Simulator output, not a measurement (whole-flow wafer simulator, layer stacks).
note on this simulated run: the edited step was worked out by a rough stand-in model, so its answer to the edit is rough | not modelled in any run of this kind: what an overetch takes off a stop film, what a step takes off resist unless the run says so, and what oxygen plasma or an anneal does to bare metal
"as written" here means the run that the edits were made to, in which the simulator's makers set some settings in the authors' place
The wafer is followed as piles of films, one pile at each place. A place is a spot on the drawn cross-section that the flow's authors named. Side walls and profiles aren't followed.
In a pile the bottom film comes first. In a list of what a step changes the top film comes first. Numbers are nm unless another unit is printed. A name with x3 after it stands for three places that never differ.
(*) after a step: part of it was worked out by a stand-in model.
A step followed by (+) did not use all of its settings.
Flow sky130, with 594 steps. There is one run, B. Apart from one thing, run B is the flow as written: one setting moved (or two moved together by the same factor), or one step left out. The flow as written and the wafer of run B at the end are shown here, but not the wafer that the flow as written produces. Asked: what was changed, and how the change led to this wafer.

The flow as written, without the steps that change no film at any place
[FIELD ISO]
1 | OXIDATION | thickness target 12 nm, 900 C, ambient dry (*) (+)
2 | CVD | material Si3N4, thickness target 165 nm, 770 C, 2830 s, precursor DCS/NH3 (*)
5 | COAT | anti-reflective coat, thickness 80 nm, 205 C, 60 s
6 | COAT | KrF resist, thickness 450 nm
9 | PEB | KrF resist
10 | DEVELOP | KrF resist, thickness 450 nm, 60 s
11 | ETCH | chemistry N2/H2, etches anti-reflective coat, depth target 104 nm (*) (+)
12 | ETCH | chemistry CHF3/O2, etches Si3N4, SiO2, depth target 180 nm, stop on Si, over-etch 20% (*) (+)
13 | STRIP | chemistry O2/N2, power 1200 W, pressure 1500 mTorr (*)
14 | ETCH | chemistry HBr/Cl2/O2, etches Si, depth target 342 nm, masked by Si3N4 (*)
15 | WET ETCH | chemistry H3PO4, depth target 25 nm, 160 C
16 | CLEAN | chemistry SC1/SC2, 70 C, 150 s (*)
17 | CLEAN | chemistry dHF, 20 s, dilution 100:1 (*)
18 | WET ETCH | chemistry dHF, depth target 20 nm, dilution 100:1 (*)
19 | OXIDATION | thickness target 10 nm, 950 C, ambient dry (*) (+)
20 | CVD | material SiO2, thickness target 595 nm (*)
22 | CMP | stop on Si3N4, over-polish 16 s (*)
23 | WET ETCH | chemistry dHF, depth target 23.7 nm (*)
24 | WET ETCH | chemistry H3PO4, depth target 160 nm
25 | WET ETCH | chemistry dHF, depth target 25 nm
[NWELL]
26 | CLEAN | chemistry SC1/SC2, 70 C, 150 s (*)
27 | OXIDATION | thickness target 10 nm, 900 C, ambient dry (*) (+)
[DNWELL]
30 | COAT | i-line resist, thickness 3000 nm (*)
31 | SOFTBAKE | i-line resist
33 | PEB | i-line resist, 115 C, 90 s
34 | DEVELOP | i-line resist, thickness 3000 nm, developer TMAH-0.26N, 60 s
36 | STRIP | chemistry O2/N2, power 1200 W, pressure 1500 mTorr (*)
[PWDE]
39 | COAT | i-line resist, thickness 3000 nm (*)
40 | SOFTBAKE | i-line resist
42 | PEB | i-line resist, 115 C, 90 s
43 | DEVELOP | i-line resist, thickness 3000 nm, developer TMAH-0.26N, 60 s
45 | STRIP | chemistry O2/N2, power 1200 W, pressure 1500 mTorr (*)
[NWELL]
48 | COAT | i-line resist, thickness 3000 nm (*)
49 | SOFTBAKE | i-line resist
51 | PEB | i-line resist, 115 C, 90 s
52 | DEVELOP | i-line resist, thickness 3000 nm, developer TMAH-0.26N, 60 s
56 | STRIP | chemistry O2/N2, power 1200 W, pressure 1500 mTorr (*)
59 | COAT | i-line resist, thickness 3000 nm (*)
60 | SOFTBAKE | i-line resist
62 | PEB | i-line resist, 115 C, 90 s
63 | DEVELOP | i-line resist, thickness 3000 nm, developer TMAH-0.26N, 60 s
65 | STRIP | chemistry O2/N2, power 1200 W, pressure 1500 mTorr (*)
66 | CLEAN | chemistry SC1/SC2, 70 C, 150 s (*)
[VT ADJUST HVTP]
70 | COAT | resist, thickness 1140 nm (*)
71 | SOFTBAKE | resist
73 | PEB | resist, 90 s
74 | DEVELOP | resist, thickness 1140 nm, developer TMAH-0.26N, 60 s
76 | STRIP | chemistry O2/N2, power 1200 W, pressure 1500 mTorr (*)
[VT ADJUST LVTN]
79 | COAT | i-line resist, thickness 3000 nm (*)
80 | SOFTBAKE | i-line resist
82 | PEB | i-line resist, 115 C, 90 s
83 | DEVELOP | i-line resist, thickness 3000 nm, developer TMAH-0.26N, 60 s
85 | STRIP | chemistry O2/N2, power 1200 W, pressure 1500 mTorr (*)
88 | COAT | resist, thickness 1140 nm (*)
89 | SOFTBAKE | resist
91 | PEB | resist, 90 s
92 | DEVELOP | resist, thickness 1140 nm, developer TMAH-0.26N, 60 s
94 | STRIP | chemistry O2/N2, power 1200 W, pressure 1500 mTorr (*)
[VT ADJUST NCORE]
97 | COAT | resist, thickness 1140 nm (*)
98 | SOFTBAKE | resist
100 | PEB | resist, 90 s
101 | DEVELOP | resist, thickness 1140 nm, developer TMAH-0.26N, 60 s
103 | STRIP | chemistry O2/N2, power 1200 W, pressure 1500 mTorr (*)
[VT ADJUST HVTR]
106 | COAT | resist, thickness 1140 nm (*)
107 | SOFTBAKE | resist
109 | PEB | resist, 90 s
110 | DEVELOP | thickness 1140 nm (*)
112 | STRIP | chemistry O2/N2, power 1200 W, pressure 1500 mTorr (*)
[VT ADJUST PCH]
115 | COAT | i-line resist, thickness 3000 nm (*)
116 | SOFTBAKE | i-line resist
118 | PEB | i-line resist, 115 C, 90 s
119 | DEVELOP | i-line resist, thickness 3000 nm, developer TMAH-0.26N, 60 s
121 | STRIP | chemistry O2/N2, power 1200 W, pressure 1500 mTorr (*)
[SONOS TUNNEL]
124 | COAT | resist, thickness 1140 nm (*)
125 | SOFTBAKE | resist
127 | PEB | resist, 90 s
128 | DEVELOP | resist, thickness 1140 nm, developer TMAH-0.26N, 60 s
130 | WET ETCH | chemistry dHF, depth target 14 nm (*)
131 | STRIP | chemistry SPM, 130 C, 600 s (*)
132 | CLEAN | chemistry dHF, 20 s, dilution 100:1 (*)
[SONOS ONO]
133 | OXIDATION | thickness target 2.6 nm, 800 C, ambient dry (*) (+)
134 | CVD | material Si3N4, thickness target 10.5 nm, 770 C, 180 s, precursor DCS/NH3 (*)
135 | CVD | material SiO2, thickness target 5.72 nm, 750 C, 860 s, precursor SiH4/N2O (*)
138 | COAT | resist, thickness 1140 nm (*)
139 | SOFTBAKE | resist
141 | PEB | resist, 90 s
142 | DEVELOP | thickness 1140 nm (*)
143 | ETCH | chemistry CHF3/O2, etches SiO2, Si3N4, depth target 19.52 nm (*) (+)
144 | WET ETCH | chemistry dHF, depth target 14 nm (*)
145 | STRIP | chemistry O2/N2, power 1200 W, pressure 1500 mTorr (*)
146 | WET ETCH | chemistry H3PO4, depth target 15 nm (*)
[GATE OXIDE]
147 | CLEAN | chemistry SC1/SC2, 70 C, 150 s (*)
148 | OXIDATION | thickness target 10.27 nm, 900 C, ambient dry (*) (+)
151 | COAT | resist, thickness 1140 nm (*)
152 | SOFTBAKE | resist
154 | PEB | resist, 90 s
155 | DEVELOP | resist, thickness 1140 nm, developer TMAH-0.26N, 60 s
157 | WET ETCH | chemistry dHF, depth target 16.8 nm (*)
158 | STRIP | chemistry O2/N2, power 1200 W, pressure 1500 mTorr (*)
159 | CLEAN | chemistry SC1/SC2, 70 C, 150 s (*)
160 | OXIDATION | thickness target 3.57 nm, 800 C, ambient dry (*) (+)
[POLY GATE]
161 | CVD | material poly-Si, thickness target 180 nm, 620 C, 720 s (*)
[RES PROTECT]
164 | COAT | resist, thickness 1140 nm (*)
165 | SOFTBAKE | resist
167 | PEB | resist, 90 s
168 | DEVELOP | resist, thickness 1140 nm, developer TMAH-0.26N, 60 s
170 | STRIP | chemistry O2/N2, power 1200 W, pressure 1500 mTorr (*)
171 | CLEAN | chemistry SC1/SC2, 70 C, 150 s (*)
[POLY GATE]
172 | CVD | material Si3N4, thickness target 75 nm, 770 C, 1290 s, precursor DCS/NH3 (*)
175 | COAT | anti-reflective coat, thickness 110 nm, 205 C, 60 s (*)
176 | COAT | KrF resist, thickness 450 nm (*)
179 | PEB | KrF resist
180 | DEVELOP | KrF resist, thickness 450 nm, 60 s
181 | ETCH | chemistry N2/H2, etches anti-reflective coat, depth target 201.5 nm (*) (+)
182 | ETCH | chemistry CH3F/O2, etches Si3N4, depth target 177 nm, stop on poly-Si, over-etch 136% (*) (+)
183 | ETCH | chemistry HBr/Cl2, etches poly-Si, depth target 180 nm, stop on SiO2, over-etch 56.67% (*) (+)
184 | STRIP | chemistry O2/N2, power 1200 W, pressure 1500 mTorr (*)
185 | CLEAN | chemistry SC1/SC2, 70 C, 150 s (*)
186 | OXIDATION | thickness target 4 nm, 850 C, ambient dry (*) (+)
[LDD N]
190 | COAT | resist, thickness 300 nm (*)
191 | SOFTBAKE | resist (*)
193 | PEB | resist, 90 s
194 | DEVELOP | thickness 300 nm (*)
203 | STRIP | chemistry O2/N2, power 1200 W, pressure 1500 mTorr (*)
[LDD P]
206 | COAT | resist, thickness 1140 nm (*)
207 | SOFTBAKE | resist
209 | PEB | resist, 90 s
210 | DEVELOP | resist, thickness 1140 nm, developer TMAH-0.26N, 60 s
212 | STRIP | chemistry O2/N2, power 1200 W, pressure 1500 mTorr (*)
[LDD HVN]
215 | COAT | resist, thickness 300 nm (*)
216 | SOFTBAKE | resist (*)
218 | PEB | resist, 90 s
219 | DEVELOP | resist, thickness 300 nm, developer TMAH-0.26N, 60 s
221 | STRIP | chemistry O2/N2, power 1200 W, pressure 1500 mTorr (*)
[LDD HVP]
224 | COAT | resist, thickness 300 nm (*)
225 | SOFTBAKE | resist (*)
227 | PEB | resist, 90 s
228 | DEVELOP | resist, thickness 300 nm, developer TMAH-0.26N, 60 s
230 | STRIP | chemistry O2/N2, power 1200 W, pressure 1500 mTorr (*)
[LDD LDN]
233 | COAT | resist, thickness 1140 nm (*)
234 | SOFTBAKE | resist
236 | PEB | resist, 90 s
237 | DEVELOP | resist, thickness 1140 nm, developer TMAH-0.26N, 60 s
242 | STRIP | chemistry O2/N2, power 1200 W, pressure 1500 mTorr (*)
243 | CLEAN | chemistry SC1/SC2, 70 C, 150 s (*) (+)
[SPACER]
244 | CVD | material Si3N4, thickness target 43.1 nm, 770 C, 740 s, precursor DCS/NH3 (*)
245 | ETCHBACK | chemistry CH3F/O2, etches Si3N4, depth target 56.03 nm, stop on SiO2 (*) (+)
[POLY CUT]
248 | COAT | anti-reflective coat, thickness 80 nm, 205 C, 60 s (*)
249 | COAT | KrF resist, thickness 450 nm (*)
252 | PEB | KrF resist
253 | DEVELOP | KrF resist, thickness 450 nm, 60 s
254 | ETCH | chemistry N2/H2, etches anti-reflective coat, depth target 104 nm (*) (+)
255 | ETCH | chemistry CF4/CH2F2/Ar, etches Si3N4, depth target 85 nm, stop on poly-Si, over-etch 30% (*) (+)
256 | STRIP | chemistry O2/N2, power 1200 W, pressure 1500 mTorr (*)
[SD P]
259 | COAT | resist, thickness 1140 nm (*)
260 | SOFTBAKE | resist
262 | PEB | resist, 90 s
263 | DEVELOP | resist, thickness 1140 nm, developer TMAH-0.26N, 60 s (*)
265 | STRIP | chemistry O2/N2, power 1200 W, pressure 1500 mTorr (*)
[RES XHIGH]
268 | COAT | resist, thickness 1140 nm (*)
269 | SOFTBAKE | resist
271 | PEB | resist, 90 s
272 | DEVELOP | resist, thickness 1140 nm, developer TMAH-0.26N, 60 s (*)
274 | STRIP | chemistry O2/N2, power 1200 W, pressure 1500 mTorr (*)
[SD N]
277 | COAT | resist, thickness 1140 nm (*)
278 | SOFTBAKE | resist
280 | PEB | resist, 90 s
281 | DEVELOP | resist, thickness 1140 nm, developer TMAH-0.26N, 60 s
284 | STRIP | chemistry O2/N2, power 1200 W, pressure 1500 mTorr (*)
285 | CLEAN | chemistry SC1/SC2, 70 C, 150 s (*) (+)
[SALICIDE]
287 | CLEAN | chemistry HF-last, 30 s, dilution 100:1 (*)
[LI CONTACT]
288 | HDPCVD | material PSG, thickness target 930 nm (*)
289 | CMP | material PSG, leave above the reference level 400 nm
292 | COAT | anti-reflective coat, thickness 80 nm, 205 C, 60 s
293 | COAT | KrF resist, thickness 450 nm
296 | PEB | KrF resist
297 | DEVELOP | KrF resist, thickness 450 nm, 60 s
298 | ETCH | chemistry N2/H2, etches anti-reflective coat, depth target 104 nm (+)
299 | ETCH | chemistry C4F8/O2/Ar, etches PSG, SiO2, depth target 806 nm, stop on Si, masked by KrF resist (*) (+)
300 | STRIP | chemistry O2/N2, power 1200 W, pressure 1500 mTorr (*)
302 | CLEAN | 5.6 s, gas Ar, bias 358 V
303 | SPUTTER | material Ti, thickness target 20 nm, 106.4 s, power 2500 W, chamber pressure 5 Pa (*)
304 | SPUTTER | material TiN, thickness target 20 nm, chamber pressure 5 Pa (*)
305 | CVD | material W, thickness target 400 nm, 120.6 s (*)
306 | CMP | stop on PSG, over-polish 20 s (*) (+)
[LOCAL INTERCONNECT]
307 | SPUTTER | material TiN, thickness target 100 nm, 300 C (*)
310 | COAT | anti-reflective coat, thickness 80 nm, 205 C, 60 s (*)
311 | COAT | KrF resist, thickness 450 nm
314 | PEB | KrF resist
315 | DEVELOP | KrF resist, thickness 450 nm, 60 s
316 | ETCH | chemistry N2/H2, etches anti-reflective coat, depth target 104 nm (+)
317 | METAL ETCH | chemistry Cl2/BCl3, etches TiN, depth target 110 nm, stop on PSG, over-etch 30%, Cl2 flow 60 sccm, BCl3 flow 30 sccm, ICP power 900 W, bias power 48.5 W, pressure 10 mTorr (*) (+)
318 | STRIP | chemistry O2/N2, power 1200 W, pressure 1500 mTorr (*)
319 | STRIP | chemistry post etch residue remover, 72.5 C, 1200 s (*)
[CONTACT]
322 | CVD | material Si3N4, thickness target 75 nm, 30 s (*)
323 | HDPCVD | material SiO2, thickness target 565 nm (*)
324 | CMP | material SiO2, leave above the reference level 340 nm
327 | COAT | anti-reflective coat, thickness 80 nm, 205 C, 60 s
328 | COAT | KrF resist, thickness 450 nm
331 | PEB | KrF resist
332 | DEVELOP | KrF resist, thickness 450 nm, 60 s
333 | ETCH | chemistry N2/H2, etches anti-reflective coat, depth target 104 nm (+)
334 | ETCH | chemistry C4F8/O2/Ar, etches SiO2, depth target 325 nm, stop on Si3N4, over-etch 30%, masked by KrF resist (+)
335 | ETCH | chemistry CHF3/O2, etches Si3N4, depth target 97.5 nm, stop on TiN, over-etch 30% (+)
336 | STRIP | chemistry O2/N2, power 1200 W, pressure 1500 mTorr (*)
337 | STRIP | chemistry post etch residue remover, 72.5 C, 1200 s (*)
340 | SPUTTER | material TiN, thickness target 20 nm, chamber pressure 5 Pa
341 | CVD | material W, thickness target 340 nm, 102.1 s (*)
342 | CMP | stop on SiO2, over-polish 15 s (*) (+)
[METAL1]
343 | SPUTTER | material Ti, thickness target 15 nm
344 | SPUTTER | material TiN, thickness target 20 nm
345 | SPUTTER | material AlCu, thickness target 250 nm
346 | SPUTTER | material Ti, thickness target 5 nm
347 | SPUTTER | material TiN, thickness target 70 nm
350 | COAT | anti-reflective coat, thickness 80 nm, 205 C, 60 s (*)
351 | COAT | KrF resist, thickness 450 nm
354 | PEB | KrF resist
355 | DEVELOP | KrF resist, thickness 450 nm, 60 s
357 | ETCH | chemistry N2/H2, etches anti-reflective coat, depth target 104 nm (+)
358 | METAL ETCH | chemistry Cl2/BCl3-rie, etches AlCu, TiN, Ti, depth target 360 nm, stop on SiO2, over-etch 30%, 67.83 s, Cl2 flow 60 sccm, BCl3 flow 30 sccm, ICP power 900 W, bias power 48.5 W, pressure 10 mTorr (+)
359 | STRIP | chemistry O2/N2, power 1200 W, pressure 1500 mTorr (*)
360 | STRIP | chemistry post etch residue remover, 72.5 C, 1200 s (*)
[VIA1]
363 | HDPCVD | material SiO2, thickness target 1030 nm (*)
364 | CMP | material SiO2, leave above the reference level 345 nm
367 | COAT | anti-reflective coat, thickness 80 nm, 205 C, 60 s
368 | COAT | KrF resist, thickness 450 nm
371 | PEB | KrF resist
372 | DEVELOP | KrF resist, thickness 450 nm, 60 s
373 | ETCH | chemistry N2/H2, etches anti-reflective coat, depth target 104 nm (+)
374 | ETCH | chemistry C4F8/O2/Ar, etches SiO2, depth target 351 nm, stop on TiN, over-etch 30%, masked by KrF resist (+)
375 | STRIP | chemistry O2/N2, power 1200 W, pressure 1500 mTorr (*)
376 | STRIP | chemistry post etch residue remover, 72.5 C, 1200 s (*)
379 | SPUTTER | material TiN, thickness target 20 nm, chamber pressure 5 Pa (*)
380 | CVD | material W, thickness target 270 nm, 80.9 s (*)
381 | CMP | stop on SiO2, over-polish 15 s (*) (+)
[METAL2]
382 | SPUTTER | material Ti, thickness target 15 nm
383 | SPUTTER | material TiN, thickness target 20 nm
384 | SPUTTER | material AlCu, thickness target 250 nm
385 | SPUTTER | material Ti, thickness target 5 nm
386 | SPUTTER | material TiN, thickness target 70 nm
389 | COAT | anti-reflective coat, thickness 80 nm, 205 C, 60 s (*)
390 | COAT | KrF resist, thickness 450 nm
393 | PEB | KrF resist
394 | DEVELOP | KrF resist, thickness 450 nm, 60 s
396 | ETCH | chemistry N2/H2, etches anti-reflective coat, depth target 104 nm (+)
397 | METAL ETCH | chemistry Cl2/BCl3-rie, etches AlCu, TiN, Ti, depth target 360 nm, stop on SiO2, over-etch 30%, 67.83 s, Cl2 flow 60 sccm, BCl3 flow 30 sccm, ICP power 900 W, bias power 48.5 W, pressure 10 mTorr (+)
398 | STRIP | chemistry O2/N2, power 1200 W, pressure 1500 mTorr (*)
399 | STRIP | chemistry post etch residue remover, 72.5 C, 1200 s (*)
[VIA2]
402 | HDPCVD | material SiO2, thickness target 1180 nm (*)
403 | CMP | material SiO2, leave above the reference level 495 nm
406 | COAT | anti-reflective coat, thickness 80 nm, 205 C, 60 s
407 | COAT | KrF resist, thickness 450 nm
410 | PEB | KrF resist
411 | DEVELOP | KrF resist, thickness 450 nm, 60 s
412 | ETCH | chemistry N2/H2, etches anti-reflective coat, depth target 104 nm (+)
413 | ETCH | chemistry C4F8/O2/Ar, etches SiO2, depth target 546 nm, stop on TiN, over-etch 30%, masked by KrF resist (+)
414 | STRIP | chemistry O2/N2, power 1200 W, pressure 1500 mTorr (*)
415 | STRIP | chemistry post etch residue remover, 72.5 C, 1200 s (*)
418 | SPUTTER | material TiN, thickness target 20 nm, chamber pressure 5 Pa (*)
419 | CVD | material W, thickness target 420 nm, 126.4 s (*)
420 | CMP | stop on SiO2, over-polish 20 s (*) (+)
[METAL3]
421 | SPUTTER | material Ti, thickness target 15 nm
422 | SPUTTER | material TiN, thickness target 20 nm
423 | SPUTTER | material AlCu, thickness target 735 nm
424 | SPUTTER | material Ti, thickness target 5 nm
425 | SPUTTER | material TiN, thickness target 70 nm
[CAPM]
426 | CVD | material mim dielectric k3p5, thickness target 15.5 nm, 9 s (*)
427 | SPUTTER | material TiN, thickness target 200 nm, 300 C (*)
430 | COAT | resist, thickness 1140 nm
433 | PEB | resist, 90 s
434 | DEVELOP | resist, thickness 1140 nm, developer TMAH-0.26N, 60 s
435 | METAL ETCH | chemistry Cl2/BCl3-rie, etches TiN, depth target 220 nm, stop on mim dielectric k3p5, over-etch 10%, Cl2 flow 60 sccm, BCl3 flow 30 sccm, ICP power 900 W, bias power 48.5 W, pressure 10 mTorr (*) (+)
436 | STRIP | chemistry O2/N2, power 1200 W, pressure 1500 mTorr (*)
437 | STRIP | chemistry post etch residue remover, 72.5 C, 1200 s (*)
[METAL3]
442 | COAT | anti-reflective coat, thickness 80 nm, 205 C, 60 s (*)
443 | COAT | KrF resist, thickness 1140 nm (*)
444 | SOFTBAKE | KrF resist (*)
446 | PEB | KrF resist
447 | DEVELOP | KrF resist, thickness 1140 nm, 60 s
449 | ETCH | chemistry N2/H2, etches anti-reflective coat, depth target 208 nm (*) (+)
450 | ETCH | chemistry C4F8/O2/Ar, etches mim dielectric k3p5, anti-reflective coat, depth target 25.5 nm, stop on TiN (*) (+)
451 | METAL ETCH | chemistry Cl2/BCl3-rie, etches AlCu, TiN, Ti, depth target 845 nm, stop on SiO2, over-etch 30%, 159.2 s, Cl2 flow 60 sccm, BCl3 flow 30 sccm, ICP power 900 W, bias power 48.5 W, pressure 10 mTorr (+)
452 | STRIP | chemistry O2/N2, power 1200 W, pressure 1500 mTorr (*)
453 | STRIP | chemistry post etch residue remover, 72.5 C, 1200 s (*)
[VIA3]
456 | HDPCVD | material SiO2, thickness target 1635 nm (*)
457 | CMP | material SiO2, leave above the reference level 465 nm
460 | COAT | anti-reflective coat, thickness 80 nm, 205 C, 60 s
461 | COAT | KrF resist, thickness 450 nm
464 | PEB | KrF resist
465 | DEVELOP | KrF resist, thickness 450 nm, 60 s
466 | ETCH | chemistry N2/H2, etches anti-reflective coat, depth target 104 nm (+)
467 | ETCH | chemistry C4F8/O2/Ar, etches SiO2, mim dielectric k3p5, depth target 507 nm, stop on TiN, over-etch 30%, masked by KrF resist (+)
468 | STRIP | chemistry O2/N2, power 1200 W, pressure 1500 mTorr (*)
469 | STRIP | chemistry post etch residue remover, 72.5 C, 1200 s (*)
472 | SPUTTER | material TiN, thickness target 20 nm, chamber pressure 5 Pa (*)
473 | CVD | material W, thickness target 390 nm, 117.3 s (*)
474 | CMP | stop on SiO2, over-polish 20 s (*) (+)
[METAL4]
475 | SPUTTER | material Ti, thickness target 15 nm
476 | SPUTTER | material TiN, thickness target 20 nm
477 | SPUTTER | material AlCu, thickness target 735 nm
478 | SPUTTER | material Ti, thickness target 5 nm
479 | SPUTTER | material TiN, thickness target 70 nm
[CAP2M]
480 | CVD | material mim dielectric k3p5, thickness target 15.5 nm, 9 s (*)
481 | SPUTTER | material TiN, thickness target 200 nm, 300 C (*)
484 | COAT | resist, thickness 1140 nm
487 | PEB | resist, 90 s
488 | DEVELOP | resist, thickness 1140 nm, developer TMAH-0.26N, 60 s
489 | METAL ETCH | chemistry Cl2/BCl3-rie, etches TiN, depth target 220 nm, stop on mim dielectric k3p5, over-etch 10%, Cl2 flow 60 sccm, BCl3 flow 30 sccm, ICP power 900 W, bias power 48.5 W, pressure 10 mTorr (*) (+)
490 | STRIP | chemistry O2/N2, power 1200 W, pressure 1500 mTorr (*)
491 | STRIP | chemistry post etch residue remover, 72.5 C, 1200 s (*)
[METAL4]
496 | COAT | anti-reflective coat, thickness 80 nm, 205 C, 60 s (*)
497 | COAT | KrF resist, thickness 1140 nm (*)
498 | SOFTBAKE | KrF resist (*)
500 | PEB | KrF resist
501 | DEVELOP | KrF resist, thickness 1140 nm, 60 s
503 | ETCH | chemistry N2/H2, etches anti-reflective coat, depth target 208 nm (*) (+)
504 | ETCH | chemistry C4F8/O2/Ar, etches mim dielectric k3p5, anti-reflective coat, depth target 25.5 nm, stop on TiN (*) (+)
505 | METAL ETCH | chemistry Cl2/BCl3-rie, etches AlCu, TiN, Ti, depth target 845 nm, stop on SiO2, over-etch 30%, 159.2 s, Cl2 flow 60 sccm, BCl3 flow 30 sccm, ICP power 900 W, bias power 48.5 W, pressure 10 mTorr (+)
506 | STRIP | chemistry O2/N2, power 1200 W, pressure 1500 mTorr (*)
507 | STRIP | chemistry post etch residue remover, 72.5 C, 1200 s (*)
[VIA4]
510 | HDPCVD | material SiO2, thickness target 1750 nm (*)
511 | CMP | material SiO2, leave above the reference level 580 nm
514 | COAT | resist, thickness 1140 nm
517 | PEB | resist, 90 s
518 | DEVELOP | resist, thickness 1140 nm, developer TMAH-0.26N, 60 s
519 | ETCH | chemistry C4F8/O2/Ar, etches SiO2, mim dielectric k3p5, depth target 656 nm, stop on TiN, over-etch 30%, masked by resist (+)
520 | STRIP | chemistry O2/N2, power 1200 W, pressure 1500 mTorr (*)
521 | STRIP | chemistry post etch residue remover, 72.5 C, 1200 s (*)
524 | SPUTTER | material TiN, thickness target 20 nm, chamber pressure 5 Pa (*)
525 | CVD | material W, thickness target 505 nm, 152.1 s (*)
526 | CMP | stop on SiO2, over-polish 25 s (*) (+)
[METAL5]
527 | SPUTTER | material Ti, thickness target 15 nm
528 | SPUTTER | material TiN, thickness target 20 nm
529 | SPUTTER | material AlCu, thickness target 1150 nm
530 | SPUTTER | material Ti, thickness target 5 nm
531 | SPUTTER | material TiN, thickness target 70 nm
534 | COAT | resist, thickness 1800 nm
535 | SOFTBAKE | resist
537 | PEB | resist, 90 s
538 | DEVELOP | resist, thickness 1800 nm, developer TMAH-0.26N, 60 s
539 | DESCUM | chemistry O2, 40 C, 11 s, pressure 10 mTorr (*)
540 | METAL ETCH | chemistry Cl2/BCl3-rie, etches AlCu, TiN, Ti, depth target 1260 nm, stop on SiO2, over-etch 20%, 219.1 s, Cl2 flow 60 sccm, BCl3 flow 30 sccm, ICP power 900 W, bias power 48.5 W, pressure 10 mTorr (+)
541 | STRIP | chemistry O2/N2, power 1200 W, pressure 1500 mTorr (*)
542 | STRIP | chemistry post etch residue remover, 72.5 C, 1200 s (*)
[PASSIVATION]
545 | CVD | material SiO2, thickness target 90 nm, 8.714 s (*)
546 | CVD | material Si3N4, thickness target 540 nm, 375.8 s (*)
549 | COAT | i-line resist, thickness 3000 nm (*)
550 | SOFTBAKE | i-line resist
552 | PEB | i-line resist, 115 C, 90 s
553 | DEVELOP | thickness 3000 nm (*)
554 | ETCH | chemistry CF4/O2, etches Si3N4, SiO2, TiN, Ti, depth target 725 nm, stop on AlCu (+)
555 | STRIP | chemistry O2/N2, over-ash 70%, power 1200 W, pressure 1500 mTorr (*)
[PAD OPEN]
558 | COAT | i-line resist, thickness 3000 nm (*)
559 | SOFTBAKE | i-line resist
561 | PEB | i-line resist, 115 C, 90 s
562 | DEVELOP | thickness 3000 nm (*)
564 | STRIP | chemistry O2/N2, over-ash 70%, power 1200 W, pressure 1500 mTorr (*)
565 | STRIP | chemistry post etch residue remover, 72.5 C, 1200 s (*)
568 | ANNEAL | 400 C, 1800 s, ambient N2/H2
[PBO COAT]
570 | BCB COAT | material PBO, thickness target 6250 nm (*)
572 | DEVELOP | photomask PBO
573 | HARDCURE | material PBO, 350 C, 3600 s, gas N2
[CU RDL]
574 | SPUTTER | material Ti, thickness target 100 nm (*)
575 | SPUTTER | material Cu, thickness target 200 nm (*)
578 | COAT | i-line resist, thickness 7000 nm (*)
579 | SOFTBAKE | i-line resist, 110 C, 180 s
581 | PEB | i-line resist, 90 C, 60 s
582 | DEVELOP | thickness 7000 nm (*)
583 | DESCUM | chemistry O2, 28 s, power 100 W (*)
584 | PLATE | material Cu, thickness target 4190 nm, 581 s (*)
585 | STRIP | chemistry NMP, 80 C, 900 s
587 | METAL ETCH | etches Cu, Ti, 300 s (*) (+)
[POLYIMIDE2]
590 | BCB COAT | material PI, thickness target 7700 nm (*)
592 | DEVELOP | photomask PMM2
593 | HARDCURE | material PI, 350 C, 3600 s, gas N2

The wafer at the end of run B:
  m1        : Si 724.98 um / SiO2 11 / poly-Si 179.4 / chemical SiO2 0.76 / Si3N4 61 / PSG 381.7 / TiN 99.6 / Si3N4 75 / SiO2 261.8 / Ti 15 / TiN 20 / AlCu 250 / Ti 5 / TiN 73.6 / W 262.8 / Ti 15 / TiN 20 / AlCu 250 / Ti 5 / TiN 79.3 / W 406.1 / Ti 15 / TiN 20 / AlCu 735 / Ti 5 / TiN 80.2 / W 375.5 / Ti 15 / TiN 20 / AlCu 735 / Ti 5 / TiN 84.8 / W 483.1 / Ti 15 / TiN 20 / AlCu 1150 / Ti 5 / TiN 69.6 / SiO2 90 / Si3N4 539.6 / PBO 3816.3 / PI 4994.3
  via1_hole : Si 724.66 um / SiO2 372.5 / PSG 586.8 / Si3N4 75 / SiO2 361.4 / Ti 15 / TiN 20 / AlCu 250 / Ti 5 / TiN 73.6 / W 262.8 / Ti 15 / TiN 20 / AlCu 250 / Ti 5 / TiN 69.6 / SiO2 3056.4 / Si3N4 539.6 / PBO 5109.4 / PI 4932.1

The reason: step 379, SPUTTER: thickness target 8 nm was run, while the flow as written has thickness target 20 nm.

The path from the change to this, step by step:
  379 | SPUTTER | material TiN, thickness target 20 nm, chamber pressure 5 Pa (*)
      field, active, n_well and 186 more: +8 TiN (new film) (it would be, as written: +20 TiN (new film))
      m1: +4.41 TiN (it would be, as written: +11 TiN)
      (as well as at 1 more place)
  381 | CMP | stop on SiO2, over-polish 15 s (*) (+)
      field, active, n_well and 186 more: -270 W (all of it), -8 TiN (all of it), -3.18 SiO2 (it would be, as written: -270 W (all of it), -20 TiN (all of it), -3.18 SiO2)
      m1, via1_hole: -281.6 W (it would be, as written: -293.6 W)
